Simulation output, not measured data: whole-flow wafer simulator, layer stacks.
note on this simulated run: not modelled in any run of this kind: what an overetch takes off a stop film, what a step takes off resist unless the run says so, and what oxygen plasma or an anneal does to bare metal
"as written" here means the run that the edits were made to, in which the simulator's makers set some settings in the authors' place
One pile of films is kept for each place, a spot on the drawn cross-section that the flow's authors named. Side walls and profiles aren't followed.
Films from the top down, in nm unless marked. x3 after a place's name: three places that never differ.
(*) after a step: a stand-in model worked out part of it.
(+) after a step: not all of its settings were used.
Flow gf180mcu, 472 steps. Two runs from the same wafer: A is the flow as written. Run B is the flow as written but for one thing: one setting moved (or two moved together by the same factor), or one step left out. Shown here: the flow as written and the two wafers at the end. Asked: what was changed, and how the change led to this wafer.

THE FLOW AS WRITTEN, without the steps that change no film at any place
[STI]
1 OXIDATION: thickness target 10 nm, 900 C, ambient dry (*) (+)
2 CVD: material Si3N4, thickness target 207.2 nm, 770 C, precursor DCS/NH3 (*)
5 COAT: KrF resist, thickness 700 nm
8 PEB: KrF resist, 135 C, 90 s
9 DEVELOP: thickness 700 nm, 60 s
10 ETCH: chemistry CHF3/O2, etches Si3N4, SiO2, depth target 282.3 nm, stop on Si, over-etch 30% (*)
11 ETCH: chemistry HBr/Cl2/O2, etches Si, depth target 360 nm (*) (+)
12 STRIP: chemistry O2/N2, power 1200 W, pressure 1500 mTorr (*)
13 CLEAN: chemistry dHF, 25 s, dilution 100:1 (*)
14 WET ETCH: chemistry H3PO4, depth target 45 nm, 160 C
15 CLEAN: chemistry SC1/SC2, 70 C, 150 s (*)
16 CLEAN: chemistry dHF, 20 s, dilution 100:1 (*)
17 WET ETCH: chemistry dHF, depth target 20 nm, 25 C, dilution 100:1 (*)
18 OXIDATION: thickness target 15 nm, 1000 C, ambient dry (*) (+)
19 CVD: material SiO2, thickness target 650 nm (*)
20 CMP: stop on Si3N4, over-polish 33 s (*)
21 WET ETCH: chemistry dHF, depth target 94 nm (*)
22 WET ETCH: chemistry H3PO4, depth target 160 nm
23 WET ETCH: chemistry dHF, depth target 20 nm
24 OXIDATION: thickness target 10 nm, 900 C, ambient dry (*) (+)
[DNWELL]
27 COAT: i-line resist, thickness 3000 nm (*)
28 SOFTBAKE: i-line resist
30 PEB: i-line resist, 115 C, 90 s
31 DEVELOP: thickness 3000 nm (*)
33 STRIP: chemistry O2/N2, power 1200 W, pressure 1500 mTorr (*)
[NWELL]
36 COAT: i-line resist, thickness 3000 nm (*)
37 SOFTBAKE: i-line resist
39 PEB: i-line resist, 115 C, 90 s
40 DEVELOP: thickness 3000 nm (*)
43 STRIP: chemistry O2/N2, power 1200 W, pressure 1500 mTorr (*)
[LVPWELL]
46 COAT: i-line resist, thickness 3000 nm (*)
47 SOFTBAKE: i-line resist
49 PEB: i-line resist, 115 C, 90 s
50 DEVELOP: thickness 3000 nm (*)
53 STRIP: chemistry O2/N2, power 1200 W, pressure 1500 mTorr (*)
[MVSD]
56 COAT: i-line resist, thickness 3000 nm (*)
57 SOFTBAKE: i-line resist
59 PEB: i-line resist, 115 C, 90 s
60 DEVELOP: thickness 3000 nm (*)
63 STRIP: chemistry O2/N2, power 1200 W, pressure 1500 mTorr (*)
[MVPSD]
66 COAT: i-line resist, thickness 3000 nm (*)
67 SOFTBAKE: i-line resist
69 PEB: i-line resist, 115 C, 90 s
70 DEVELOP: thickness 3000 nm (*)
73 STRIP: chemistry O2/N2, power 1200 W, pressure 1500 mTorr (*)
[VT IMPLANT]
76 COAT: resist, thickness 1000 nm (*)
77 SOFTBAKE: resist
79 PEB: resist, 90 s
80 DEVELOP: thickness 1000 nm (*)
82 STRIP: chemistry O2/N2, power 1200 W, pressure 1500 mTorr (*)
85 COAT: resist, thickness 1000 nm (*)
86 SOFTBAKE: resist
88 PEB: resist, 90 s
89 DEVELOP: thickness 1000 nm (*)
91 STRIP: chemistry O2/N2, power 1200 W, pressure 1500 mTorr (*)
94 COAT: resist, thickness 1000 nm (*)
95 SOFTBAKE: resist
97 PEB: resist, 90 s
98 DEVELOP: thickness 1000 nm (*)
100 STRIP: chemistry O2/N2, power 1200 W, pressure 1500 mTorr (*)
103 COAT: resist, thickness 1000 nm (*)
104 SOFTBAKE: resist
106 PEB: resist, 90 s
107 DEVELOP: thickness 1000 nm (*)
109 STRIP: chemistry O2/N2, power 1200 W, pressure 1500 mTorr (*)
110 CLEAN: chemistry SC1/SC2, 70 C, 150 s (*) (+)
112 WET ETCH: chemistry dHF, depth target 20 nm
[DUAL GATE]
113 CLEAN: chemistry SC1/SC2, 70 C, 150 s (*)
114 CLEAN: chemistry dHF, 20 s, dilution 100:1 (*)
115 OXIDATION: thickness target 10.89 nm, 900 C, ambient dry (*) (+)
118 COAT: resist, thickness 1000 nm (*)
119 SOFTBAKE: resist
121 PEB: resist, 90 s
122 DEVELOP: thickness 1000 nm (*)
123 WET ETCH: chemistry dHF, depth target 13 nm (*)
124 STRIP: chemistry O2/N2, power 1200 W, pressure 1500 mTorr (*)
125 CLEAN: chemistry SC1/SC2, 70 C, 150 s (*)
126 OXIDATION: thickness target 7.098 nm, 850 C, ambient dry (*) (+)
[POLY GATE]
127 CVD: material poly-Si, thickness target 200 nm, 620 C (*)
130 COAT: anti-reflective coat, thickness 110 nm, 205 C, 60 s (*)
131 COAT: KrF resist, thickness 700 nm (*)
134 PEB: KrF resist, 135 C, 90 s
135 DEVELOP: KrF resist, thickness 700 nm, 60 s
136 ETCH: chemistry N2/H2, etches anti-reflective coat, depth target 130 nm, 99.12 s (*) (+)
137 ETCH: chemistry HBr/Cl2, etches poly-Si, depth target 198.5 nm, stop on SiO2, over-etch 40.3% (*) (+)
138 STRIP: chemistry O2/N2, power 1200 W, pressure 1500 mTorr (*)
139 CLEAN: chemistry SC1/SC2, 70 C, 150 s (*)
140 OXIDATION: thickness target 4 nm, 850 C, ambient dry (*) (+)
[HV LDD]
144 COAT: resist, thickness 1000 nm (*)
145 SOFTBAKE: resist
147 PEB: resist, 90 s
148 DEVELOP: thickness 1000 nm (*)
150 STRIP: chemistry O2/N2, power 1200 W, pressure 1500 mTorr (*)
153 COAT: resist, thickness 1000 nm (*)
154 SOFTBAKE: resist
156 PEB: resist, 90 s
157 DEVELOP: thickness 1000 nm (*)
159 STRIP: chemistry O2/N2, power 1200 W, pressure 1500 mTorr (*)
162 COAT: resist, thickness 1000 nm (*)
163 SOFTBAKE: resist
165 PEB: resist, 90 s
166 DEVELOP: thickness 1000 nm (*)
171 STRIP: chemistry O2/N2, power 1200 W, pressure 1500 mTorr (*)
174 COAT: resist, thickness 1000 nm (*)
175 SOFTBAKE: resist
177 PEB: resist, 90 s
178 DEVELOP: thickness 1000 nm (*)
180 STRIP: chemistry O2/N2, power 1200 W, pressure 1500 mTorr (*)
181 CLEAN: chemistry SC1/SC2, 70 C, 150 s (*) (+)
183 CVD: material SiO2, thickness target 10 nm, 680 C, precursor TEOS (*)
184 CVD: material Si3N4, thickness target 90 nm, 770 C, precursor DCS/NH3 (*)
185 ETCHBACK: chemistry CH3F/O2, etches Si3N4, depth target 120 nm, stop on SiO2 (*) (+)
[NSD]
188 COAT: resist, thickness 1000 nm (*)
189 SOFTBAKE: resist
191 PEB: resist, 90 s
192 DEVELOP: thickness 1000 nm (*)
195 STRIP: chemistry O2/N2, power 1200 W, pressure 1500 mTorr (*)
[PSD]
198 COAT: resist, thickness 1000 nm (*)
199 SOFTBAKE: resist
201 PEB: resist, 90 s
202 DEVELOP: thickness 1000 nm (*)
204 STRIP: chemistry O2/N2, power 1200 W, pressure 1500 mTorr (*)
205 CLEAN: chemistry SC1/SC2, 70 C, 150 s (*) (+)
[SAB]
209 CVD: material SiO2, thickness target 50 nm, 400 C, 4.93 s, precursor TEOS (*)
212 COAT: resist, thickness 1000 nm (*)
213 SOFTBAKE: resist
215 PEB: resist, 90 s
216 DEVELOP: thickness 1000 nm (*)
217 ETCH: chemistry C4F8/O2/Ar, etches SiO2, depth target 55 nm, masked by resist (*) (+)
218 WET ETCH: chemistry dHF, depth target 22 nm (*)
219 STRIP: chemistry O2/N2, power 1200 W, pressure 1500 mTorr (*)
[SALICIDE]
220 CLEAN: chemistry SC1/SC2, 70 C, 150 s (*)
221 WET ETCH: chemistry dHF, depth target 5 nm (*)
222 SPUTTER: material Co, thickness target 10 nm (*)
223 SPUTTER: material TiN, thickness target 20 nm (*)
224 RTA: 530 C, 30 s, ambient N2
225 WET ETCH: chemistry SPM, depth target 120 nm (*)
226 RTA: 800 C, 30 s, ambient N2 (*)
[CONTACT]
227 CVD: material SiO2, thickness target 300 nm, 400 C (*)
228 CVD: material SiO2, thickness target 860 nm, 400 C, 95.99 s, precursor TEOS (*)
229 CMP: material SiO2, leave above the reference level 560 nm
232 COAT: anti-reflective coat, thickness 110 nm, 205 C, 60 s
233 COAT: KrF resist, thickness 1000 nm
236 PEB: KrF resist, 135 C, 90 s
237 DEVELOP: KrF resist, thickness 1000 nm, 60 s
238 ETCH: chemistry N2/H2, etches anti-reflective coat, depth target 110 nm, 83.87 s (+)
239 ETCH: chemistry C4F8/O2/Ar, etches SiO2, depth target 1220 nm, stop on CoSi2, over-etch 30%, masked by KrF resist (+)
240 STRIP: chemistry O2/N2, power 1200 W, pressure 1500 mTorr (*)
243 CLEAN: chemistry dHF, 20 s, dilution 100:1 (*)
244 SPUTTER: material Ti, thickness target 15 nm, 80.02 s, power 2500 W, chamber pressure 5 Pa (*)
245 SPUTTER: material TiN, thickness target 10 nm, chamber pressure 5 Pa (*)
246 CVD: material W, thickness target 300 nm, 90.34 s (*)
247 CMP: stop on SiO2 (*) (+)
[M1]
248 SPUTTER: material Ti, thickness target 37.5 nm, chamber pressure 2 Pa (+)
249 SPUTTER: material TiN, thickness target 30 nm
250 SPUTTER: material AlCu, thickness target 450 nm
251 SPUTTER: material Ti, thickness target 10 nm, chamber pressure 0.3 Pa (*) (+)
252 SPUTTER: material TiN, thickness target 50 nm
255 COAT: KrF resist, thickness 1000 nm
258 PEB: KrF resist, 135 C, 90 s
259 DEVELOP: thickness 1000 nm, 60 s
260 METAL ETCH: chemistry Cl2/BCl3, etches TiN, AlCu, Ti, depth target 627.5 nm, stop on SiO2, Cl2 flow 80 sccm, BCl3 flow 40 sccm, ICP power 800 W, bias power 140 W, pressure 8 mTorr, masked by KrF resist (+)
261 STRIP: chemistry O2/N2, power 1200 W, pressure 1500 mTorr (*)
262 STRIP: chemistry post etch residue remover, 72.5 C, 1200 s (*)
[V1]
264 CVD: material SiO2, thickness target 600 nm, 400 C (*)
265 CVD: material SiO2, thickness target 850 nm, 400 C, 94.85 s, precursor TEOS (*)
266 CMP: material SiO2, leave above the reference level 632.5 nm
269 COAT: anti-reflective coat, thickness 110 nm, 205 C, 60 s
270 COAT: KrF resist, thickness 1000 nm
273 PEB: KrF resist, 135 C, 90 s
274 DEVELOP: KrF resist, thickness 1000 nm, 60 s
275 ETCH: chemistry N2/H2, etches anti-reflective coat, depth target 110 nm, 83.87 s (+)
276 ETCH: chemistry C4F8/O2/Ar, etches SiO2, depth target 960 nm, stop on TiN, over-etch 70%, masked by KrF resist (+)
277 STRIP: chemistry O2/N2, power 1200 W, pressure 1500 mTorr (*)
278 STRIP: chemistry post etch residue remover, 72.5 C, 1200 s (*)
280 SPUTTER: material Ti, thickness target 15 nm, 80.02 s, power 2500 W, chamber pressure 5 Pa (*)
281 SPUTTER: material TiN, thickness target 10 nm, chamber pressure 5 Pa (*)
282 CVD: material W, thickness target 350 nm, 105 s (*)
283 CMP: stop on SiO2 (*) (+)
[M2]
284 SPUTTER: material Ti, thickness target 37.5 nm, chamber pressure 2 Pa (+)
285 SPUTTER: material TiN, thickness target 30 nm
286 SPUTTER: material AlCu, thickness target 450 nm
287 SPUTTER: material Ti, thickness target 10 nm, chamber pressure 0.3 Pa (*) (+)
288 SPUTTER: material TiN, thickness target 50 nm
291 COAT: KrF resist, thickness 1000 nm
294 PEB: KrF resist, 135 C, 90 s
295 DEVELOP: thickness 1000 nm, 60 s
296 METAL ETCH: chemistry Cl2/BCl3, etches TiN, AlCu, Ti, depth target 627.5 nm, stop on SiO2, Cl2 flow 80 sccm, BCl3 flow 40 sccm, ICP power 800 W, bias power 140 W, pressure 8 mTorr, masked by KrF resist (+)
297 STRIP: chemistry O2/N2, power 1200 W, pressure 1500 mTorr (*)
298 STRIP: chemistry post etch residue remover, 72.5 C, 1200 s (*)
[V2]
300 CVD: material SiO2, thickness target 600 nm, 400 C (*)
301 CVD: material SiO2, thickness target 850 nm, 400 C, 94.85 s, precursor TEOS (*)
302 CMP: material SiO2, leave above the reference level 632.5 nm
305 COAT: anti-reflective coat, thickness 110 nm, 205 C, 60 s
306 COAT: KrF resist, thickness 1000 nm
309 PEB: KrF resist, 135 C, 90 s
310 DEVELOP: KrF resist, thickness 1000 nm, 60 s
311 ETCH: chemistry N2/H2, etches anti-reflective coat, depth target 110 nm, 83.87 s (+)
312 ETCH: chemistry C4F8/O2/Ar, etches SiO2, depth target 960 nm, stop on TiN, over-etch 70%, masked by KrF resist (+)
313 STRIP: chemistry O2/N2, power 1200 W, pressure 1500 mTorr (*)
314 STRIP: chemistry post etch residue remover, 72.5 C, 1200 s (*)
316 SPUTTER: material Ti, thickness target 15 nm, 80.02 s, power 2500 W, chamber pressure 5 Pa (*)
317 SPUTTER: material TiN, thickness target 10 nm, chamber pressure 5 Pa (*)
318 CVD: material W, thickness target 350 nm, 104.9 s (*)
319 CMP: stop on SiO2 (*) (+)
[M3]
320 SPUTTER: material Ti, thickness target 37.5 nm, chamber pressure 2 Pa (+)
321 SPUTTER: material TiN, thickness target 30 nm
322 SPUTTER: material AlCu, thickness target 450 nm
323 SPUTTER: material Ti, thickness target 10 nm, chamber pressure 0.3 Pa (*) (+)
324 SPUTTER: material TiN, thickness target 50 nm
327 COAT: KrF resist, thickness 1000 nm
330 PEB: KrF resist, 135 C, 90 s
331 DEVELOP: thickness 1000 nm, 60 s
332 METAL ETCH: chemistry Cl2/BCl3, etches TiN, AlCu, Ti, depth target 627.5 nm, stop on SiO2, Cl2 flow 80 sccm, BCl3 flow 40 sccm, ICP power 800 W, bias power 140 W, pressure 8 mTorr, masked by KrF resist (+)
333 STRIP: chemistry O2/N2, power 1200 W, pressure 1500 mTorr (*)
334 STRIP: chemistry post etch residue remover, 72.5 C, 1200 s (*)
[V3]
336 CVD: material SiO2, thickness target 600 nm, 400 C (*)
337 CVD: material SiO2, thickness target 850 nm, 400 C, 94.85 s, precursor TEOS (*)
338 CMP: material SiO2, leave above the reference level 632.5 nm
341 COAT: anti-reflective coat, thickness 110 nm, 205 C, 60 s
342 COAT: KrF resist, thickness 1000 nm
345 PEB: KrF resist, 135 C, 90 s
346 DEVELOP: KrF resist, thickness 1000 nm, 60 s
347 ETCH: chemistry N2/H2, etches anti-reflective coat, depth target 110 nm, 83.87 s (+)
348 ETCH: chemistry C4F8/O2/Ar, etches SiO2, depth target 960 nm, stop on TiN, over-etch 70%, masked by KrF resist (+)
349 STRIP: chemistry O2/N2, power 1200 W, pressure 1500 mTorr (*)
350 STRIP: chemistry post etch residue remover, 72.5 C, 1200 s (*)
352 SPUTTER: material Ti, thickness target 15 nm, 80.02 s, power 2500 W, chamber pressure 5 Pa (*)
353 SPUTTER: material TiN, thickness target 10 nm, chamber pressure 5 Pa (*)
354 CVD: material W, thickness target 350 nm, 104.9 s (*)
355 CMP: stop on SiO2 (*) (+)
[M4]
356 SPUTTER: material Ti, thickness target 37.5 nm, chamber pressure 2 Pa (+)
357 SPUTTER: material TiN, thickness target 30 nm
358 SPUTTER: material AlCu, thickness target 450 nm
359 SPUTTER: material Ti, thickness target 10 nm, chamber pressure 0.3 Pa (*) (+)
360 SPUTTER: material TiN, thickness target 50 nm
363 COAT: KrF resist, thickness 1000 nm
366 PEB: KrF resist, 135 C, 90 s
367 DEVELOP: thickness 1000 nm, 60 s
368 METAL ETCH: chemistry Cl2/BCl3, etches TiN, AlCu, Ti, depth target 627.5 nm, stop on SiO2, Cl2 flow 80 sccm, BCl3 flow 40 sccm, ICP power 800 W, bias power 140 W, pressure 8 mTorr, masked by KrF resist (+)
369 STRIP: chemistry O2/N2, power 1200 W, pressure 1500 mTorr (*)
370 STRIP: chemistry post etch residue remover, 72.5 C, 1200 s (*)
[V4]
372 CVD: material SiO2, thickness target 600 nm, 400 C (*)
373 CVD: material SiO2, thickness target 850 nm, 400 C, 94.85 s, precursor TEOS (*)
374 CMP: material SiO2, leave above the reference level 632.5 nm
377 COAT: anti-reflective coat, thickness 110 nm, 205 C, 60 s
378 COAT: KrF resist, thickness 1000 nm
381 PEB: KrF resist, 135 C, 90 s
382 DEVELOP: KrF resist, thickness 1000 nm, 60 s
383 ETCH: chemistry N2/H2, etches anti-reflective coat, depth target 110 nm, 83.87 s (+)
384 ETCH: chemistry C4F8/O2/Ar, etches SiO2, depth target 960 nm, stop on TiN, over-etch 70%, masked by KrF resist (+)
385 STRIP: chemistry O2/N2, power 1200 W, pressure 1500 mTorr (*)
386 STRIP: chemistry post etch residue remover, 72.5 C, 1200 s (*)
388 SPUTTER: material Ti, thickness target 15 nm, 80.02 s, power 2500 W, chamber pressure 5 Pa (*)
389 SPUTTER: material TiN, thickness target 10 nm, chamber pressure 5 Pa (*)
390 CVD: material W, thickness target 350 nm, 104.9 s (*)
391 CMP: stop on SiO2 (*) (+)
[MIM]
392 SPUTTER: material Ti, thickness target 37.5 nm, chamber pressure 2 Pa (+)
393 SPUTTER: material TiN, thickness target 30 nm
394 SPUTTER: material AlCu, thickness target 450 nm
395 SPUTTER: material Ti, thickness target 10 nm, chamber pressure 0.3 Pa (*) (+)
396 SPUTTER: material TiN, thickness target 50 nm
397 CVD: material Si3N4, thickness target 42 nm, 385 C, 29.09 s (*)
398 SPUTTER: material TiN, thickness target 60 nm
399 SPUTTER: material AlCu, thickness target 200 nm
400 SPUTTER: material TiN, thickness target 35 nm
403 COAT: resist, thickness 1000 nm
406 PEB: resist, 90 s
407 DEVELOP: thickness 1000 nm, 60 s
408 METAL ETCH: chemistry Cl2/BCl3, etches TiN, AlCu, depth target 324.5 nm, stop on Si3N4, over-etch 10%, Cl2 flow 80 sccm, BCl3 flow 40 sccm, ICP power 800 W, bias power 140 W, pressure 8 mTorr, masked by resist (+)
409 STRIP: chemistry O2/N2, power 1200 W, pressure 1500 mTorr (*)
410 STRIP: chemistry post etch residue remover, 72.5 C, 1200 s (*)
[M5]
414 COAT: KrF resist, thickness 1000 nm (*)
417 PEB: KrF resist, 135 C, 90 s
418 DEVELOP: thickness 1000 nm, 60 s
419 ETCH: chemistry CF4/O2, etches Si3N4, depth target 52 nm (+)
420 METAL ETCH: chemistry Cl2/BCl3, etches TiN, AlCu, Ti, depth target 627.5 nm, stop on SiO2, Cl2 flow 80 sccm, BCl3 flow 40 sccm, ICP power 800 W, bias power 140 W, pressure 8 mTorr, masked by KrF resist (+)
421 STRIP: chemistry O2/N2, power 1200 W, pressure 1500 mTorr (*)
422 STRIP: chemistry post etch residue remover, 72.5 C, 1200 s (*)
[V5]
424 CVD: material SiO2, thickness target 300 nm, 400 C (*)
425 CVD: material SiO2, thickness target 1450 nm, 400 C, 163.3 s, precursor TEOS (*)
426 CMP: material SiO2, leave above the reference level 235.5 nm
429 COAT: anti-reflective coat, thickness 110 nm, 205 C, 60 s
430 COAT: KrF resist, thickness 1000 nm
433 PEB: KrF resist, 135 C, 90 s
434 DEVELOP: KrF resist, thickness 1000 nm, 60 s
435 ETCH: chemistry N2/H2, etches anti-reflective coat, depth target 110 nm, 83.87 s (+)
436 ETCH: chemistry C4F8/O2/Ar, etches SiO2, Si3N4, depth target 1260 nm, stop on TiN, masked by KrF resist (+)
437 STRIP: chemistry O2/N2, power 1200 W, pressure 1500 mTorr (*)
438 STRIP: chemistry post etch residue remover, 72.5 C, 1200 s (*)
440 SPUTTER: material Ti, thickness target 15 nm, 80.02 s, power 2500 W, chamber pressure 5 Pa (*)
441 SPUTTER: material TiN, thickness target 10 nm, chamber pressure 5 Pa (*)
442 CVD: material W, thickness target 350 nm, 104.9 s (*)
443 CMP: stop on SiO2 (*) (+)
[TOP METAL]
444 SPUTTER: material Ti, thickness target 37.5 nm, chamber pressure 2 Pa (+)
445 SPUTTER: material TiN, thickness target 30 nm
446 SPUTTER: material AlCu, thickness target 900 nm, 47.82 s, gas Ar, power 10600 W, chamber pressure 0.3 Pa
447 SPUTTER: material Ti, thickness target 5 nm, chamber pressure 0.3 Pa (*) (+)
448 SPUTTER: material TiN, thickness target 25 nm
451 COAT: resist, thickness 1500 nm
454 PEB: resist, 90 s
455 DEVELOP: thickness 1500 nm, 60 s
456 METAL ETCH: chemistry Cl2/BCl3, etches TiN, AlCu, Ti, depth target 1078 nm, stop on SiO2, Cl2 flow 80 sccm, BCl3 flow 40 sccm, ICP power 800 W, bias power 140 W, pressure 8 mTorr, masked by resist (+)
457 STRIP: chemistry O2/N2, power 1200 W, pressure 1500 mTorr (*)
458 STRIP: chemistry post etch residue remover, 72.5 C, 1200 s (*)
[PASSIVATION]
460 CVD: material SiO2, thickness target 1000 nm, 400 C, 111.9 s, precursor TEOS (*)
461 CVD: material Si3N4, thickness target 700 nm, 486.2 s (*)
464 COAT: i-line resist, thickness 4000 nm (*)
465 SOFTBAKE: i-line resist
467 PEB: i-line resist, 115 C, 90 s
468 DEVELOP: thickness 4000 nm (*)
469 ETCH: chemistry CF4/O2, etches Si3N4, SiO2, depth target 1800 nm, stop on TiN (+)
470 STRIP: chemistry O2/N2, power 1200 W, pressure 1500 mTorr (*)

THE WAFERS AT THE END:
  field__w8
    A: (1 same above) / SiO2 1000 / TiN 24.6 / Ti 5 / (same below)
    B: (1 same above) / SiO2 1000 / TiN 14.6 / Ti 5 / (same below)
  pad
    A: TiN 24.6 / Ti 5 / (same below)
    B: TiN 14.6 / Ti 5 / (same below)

The cause: step 448, SPUTTER: thickness target 15 nm was run, where the flow has thickness target 25 nm.

How the change led to this, step by step:
  448 SPUTTER: material TiN, thickness target 25 nm
      field, field__w1, field__w2 and 109 more: A TiN +25 (new film) | B TiN +15 (new film)
  456 METAL ETCH: chemistry Cl2/BCl3, etches TiN, AlCu, Ti, depth target 1078 nm, stop on SiO2, Cl2 flow 80 sccm, BCl3 flow 40 sccm, ICP power 800 W, bias power 140 W, pressure 8 mTorr, masked by resist (+)
      field, field__w1, field__w2 and 103 more: A TiN -25 (all of it), Ti -5 (all of it), AlCu -900 (all of it), TiN -30 (all of it), Ti -37.5 (all of it) | B TiN -15 (all of it), Ti -5 (all of it), AlCu -900 (all of it), TiN -30 (all of it), Ti -37.5 (all of it)
